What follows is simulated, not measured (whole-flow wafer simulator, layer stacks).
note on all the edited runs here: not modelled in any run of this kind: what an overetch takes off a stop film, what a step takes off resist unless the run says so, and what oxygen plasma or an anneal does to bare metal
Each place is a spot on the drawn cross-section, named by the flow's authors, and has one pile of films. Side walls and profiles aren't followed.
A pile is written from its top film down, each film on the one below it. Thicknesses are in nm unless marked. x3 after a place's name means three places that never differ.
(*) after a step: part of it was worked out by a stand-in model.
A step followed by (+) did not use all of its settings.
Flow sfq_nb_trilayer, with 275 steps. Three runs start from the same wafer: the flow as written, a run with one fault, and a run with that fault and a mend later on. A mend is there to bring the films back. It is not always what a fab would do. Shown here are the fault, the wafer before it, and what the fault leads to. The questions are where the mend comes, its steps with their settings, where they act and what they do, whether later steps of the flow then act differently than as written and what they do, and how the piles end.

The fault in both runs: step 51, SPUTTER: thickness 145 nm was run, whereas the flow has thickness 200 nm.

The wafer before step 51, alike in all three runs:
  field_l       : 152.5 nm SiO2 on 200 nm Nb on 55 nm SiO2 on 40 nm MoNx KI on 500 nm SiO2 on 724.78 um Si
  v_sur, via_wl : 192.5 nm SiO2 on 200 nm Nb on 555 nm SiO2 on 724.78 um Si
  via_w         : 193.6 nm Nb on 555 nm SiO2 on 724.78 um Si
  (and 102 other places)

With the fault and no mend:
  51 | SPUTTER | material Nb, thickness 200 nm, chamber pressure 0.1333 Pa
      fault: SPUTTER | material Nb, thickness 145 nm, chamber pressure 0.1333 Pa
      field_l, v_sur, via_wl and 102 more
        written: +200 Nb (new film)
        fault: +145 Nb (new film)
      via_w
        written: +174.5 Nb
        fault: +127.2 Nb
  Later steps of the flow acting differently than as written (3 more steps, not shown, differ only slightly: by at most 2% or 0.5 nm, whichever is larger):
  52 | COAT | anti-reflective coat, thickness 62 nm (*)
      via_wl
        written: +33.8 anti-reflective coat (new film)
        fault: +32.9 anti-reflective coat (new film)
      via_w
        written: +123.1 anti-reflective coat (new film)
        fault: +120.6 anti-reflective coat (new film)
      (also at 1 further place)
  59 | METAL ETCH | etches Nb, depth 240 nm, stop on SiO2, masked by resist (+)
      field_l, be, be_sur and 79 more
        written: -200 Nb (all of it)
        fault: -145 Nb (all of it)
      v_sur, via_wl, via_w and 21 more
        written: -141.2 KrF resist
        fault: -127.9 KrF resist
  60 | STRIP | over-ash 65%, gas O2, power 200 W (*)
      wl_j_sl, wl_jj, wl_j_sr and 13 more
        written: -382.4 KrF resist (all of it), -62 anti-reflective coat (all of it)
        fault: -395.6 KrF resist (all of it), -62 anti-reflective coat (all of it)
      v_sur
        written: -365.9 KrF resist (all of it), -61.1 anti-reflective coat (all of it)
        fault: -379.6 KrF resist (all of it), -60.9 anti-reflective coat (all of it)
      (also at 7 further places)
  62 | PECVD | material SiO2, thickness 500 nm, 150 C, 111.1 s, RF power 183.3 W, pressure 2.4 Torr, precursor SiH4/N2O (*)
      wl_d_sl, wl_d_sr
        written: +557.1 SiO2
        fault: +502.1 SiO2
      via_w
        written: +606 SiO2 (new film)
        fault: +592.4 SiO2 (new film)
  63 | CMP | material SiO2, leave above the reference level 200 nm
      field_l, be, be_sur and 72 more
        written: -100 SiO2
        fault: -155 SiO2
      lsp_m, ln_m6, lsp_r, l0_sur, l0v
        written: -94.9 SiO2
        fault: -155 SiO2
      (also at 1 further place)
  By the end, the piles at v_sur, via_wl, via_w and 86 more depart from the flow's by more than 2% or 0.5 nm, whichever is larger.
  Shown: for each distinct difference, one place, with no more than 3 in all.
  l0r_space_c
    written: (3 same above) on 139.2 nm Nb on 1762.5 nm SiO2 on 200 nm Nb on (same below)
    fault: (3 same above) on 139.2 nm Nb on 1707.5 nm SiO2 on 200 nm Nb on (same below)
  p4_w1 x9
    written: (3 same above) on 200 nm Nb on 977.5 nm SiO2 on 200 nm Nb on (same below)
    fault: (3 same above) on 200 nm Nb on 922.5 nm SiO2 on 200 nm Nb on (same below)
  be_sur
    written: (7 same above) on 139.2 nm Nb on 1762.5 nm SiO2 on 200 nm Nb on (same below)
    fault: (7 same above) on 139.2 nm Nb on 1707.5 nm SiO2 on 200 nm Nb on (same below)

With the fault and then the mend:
  The mend follows step 57.
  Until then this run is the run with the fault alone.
  57a | STRIP | over-ash 65%, gas O2, power 200 W (*)
      p4_fl x3, p4_w1 x9, p4_g1 x2 and 47 more
        -62 anti-reflective coat (all of it)
      wl_j_sl, wl_jj, wl_j_sr and 13 more
        -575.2 KrF resist (all of it), -62 anti-reflective coat (all of it)
      r_sur, res, r_end and 8 more
        -61.8 anti-reflective coat (all of it)
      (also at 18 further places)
  57b | SPUTTER | material Nb, thickness 55 nm, chamber pressure 0.1333 Pa (the flow's step 51 again, with other settings)
      field_l, v_sur, via_wl and 102 more
        +55 Nb
      via_w
        +43.6 Nb
  57c | COAT | anti-reflective coat, thickness 62 nm (*) (the flow's step 52 again)
      p4_fl x3, p4_w1 x9, p4_g1 x2 and 63 more
        +62 anti-reflective coat (new film)
      r_sur, res, r_end and 9 more
        +61.8 anti-reflective coat (new film)
      jj_sur, ce_l, c5j, ce_r, sp_r, be_r
        +61.7 anti-reflective coat (new film)
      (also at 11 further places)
  57d | COAT | KrF resist, thickness 600 nm (*) (the flow's step 53 again)
      p4_fl x3, p4_w1 x9, p4_g1 x2 and 63 more
        +600 KrF resist (new film)
      res, r_end, moat, field_r, l0_sur
        +599.4 KrF resist (new film)
      lsp_l, ln_m5, lsp_m, ln_m6, lsp_r
        +599.5 KrF resist (new film)
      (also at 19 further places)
  57e | SOFTBAKE | KrF resist (the flow's step 54 again)
      does not change any film at any place that is followed
  57f | EXPOSE | photomask M1, dose 12.11 mJ/cm2, NA 0.6, wavelength 248 nm (*) (the flow's step 55 again)
      does not change any film at any place that is followed
  57g | PEB | KrF resist, 90 s (the flow's step 56 again)
      wire, be, be_sur and 96 more
        -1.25 KrF resist
      field_l, via_v
        -1.24 KrF resist
      via_wl, via_wr
        -1.26 KrF resist
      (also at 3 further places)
  57h | DEVELOP | KrF resist, thickness 600 nm, 60 s (the flow's step 57 again)
      p4_fl x3, p4_w1 x9, p4_g1 x2 and 47 more
        -598.7 KrF resist (all of it)
      v_sur, via_wl, via_w and 21 more
        -23.5 KrF resist
      moat, field_r, lsp_l, lsp_m, ln_m6, lsp_r, l0_sur
        -598.2 KrF resist (all of it)
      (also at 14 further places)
  Every later step of the flow that is run acts as written, at every place that is followed, to within 2% or 0.5 nm, whichever is larger.
  When the end is reached, the piles differ only a little from the flow's at the places that both follow, at most by 2% or 0.5 nm, whichever is larger.
